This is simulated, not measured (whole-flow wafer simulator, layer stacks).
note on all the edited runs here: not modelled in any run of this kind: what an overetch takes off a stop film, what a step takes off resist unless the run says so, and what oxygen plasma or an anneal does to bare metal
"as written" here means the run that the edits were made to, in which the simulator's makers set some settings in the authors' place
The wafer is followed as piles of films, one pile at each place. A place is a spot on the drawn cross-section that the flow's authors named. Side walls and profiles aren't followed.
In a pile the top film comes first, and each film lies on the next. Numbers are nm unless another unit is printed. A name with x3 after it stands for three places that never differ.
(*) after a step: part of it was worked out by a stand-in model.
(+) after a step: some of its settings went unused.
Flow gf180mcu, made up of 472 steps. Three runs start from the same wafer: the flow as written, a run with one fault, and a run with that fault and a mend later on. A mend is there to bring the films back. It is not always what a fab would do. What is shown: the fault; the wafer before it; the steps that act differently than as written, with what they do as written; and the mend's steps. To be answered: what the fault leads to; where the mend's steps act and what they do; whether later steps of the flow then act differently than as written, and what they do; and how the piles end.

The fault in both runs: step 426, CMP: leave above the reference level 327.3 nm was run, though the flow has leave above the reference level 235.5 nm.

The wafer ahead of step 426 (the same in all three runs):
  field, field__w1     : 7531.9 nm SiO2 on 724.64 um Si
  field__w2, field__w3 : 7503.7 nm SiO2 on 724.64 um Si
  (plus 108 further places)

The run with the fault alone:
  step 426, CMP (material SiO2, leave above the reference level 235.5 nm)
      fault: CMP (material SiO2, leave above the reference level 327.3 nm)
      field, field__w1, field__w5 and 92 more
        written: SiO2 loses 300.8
        fault: SiO2 loses 209
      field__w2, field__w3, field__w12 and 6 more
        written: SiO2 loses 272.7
        fault: SiO2 loses 180.9
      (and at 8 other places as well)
  Later steps of the flow acting differently than as written (2 other steps are not shown; they differ only slightly, by no more than 2% or 0.5 nm, whichever is larger):
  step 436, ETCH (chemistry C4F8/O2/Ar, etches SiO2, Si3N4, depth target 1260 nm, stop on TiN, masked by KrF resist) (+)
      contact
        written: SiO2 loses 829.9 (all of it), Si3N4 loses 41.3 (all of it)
        fault: SiO2 loses 921.7 (all of it), Si3N4 loses 41.3 (all of it)
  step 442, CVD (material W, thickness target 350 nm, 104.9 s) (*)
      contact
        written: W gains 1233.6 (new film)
        fault: W gains 1326.1 (new film)
  At field__w4, field__w8, contact, m1, m1__w1, mim, mim_1p0, m1_nw, the piles at the end differ from the flow's by more than 2% or 0.5 nm, whichever is larger.
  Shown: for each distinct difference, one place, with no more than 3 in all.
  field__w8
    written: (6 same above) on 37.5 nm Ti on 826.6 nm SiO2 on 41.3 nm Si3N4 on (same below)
    fault: (6 same above) on 37.5 nm Ti on 918.4 nm SiO2 on 41.3 nm Si3N4 on (same below)
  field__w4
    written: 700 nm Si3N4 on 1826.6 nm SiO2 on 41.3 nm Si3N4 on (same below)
    fault: 700 nm Si3N4 on 1918.4 nm SiO2 on 41.3 nm Si3N4 on (same below)
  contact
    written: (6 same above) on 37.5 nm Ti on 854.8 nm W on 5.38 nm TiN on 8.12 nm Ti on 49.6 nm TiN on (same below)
    fault: (6 same above) on 37.5 nm Ti on 947.3 nm W on 5.1 nm TiN on 7.7 nm Ti on 49.6 nm TiN on (same below)

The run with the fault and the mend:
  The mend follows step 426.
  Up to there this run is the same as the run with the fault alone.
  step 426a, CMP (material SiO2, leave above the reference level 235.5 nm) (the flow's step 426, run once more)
      field, field__w1, field__w2 and 109 more
        SiO2 loses 91.8
  None of the later steps of the flow acts differently than as written at any place that is followed.
  By the end, the piles equal the flow's at every place that both follow.
